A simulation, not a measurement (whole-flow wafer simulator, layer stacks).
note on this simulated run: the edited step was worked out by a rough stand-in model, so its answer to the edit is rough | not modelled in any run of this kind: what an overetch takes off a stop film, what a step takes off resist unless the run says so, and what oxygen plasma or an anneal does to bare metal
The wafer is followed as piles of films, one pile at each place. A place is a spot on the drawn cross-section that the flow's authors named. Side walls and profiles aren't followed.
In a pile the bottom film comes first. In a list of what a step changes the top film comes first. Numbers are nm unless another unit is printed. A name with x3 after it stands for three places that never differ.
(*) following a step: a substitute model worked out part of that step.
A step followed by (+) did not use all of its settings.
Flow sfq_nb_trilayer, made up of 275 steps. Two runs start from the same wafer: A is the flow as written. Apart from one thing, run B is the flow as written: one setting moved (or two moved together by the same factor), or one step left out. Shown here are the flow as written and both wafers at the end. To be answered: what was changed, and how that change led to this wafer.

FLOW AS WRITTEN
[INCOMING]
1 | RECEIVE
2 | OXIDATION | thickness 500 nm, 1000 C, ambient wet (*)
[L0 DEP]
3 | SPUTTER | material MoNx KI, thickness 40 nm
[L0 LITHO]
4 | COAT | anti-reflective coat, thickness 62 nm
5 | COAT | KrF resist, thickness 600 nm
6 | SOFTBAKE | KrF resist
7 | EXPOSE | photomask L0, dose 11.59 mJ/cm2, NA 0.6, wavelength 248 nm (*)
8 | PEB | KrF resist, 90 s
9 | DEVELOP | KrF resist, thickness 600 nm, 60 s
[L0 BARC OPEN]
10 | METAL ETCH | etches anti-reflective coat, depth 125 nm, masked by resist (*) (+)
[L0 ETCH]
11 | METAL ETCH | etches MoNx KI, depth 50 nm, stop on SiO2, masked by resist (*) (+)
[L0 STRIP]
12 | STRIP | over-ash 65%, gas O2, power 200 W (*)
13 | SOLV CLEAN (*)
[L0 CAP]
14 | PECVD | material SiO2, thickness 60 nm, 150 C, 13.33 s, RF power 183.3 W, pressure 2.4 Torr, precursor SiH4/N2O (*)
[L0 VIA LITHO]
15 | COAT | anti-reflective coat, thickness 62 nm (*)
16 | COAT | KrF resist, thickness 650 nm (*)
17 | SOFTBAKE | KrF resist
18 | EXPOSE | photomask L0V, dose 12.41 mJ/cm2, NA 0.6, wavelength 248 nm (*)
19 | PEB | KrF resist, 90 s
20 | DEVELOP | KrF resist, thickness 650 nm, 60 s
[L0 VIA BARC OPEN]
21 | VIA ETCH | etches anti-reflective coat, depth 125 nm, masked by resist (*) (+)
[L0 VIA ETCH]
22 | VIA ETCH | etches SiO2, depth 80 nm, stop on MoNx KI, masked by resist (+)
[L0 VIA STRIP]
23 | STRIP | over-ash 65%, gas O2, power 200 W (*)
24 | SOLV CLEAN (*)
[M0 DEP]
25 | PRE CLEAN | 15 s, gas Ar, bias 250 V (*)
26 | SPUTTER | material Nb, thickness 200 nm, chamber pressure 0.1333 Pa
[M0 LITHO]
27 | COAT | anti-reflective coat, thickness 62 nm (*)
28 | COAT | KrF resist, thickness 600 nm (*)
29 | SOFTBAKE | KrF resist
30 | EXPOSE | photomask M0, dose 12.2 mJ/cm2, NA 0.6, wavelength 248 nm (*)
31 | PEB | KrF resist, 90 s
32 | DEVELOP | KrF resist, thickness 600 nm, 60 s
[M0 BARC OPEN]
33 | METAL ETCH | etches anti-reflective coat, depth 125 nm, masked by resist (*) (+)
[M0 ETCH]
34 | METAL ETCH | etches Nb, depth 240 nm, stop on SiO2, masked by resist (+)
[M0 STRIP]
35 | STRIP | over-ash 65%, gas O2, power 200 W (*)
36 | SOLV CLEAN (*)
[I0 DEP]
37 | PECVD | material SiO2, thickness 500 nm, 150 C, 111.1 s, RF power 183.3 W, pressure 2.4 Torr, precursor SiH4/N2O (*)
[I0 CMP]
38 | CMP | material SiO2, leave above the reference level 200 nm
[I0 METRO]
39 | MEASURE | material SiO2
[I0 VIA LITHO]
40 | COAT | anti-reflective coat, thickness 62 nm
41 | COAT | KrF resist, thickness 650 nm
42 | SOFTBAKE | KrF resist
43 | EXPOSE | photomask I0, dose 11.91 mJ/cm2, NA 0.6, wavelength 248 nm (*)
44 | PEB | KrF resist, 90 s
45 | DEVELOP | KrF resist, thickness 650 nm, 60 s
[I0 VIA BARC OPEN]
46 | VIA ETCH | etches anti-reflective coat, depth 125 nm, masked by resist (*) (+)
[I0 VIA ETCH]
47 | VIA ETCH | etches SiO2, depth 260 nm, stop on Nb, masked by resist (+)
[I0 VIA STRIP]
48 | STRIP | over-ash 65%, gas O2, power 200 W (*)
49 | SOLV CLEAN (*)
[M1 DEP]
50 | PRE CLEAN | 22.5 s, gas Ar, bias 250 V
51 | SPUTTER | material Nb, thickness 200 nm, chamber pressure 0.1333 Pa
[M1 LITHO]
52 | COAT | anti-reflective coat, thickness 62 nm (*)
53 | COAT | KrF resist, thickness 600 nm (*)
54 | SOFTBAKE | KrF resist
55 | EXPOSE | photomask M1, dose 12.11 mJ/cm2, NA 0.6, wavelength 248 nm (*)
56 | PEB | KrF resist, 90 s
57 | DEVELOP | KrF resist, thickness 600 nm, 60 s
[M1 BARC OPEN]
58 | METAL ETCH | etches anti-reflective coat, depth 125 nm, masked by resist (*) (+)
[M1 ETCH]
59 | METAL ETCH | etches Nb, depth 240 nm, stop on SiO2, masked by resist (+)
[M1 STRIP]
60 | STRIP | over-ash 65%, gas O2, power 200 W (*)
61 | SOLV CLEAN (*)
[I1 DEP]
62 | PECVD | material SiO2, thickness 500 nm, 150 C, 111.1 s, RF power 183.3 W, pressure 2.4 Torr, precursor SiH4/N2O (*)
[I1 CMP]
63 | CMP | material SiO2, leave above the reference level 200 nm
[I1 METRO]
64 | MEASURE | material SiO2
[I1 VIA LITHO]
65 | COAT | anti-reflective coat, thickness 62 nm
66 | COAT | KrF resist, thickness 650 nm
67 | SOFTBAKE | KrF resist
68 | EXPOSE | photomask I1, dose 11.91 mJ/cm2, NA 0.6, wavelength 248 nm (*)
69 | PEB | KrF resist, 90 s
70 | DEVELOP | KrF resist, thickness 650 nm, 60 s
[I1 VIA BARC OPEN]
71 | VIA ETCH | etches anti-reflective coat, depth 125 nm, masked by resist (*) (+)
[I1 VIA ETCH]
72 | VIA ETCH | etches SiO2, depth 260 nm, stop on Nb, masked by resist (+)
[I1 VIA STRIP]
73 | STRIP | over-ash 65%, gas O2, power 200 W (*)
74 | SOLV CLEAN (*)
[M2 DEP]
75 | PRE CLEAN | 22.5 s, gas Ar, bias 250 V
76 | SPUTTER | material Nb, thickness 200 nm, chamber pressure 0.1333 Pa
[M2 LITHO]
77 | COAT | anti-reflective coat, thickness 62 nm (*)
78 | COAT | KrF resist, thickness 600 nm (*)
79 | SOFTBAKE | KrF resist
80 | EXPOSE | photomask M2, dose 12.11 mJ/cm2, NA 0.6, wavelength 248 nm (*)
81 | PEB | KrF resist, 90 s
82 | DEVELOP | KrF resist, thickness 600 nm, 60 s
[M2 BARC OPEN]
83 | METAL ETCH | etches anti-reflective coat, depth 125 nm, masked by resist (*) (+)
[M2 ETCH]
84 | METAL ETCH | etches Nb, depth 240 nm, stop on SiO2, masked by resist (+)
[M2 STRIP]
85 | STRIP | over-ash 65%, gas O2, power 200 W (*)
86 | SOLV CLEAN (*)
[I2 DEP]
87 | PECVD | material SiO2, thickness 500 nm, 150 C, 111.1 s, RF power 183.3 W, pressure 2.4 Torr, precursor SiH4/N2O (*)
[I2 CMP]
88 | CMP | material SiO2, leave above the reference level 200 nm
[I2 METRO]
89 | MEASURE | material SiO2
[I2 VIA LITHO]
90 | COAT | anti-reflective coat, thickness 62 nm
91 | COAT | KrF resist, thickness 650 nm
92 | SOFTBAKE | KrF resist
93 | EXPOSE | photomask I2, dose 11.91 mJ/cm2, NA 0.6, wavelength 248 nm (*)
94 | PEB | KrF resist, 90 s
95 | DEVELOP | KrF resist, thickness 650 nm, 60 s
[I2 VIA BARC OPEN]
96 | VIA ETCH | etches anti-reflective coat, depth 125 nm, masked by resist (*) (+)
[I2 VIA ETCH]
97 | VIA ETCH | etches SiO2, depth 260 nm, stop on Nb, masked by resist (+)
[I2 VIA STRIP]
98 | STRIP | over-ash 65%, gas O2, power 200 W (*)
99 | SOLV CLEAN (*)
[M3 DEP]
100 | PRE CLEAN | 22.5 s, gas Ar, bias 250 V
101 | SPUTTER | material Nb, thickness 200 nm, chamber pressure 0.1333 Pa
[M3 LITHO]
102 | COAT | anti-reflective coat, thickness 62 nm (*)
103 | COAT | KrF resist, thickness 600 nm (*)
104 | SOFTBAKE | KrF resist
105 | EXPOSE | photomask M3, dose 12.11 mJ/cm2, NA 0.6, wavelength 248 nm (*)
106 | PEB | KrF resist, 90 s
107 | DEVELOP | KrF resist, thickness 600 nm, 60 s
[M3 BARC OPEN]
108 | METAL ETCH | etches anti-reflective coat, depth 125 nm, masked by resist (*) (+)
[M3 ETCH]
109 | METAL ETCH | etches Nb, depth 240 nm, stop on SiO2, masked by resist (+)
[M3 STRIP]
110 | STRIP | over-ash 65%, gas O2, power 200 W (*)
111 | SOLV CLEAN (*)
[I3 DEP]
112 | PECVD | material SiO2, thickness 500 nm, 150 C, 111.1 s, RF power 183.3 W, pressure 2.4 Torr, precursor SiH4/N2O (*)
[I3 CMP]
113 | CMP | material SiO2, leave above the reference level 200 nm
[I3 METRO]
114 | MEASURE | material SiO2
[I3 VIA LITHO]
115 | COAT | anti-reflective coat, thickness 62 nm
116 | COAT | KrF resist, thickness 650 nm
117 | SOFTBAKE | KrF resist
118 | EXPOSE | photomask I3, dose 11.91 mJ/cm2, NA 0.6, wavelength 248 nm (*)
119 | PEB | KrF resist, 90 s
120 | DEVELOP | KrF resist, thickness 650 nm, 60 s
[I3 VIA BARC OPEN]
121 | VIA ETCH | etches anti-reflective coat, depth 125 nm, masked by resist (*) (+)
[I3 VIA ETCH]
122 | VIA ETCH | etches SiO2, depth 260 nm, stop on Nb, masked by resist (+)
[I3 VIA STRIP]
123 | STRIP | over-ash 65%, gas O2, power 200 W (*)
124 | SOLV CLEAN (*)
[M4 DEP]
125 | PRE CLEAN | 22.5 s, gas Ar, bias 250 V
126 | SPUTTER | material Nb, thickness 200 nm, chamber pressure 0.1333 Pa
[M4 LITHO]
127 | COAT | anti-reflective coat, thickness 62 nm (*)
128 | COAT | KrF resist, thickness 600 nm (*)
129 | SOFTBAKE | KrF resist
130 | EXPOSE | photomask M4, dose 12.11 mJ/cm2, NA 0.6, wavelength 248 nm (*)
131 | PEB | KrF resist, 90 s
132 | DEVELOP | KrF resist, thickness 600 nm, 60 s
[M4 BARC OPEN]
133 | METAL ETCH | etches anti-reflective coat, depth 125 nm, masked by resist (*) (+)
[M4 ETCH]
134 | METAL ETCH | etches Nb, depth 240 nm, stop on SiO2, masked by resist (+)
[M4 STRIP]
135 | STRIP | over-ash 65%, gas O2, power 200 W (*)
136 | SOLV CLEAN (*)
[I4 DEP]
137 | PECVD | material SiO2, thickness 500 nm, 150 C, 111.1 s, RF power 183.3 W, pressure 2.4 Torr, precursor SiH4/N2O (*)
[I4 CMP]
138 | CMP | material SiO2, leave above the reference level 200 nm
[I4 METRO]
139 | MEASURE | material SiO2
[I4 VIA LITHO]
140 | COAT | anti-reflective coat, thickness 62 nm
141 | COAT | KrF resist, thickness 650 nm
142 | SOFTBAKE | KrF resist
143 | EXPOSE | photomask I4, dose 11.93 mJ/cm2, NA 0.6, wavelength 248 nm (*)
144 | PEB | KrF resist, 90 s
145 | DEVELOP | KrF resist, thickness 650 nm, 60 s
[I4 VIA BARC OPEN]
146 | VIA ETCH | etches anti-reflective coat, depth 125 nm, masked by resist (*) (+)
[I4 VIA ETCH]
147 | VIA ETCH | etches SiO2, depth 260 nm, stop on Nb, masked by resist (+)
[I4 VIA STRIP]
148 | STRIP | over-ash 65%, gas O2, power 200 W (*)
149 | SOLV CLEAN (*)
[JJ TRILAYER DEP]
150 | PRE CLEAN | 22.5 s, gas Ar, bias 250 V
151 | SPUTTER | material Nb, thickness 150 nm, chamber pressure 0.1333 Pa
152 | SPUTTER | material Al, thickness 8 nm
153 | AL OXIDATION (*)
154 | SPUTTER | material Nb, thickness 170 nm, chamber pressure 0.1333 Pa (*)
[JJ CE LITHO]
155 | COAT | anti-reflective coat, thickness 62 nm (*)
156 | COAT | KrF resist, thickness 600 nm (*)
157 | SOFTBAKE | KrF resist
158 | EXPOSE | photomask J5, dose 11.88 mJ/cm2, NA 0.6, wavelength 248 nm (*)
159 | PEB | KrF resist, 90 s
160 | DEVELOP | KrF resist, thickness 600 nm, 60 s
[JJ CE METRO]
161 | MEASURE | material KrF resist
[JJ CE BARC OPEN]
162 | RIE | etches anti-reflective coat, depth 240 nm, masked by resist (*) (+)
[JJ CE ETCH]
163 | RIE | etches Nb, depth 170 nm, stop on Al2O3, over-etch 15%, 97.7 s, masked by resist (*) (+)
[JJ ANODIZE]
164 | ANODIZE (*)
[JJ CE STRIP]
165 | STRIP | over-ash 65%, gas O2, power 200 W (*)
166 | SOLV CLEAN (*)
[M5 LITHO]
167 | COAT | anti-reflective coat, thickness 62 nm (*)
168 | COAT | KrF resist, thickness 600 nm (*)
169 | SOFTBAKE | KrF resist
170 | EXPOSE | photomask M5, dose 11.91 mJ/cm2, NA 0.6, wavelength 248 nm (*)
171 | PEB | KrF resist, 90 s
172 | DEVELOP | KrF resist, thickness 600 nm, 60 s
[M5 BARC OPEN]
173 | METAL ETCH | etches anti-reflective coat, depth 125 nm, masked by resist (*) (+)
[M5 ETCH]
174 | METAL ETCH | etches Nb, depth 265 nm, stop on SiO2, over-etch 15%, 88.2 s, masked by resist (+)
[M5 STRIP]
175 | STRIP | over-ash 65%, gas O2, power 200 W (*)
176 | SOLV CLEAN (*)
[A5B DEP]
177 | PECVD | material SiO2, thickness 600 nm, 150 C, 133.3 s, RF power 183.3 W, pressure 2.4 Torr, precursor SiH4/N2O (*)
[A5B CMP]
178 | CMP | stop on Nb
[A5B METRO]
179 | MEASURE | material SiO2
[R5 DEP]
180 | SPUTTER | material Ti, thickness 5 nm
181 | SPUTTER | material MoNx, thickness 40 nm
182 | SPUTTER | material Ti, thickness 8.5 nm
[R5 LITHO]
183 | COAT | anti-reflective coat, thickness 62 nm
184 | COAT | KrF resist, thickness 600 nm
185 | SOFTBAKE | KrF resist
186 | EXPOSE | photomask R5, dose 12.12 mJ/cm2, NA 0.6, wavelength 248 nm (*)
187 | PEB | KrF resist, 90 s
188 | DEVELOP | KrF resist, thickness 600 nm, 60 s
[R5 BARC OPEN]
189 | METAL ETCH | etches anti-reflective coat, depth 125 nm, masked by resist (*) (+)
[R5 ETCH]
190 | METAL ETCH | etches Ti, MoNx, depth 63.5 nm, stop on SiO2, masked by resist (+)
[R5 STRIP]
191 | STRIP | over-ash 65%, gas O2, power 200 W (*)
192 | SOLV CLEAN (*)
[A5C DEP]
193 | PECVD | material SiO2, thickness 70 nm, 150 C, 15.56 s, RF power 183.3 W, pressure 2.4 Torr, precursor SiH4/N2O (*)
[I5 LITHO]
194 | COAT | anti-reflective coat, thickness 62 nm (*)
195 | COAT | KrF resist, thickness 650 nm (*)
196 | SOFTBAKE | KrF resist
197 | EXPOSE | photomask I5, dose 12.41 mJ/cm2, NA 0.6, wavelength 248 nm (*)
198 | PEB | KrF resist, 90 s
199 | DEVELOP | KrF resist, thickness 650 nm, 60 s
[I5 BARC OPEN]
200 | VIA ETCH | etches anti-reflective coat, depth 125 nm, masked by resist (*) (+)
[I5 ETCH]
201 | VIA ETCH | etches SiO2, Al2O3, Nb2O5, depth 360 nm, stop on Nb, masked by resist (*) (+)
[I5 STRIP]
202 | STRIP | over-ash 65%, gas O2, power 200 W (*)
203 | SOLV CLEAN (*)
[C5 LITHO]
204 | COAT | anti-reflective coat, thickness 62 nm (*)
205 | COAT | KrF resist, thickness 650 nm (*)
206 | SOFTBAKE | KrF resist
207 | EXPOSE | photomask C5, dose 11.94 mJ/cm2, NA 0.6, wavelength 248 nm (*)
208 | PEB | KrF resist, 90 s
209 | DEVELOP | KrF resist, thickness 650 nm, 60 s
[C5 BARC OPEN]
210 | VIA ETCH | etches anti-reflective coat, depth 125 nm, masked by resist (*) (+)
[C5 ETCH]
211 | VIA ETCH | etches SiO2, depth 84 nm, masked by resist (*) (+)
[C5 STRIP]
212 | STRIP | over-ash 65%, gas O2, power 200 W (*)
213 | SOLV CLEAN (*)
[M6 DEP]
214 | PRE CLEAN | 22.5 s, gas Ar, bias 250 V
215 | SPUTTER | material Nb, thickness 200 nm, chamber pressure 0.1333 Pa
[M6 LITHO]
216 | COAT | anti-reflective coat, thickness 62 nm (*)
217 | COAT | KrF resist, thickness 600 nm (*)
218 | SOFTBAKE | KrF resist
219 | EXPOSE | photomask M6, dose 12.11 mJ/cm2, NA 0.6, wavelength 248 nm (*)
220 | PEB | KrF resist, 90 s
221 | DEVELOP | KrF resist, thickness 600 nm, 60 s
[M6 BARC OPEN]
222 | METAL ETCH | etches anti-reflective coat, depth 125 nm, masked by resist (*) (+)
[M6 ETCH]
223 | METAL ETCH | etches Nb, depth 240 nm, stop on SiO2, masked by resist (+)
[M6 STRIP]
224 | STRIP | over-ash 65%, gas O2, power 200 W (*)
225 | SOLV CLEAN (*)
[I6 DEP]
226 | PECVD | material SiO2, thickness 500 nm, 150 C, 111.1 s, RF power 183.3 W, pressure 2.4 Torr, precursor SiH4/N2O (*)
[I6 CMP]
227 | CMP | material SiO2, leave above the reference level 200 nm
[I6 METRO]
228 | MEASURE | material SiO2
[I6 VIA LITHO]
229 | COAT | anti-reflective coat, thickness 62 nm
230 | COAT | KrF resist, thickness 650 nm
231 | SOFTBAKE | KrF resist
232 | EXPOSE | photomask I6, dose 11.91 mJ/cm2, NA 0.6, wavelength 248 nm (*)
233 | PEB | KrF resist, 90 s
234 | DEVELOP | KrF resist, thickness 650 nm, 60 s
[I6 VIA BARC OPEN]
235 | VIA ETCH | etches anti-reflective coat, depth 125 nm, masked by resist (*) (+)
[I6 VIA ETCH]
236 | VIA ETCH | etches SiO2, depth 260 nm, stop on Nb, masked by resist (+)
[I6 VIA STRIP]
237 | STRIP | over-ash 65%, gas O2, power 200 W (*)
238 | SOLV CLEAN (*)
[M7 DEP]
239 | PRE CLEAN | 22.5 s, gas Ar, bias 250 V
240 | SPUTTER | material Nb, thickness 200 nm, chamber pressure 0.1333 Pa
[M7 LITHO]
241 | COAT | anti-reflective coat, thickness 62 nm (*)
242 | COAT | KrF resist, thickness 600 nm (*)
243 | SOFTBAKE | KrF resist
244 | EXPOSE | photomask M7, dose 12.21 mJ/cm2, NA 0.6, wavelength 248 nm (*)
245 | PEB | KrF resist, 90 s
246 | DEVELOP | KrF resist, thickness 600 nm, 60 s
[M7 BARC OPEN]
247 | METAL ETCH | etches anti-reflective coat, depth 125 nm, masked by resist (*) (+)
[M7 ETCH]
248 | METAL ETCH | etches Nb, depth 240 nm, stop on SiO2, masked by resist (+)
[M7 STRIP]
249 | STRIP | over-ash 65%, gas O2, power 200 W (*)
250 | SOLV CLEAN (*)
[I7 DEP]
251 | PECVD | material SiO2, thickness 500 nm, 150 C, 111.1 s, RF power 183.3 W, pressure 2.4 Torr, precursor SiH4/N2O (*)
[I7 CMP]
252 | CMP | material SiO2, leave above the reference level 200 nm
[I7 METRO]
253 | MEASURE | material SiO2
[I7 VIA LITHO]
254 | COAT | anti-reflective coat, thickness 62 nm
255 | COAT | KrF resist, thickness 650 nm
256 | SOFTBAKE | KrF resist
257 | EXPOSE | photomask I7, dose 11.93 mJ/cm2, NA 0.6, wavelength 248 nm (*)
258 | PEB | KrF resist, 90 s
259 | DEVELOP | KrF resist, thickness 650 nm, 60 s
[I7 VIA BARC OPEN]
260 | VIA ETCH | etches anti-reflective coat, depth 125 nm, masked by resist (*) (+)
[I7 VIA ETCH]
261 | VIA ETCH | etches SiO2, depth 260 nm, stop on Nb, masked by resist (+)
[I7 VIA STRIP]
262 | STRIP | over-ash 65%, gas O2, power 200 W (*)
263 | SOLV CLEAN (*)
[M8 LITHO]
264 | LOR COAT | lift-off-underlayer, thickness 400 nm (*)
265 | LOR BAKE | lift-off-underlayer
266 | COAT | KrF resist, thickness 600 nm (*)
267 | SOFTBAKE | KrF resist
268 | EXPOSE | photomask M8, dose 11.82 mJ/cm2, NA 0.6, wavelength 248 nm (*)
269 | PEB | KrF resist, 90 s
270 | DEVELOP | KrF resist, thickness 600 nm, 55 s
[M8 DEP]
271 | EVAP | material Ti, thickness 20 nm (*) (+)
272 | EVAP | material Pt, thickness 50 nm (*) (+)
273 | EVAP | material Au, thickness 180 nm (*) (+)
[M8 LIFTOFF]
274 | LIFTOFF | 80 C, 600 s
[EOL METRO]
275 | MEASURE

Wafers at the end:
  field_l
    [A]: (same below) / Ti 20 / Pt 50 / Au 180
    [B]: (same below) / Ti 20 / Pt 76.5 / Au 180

Cause: step 272, EVAP: thickness 76.5 nm was run, though the flow has thickness 50 nm.
The wafer itself shows it: field_l has Pt 76.5, and step 272 as written asks for 50 nm.

The path from the change to this, step by step:
  272 | EVAP | material Pt, thickness 50 nm (*) (+)
      field_l, v_sur, via_wl and 103 more: A Pt gains 50 (new film) | B Pt gains 76.5 (new film)
  274 | LIFTOFF | 80 C, 600 s
      p4_fl, p4_fm, p4_w1 and 71 more: A Au loses 180 (all of it), Pt loses 50 (all of it), Ti loses 20 (all of it), KrF resist loses 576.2 (all of it), lift-off-underlayer loses 400 (all of it) | B Au loses 180 (all of it), Pt loses 76.5 (all of it), Ti loses 20 (all of it), KrF resist loses 576.2 (all of it), lift-off-underlayer loses 400 (all of it)
      c5j, ce_r: A Au loses 180 (all of it), Pt loses 50 (all of it), Ti loses 20 (all of it), KrF resist loses 573.3 (all of it), lift-off-underlayer loses 399.3 (all of it) | B Au loses 180 (all of it), Pt loses 76.5 (all of it), Ti loses 20 (all of it), KrF resist loses 573.3 (all of it), lift-off-underlayer loses 399.3 (all of it)
      (and at 19 other places as well)
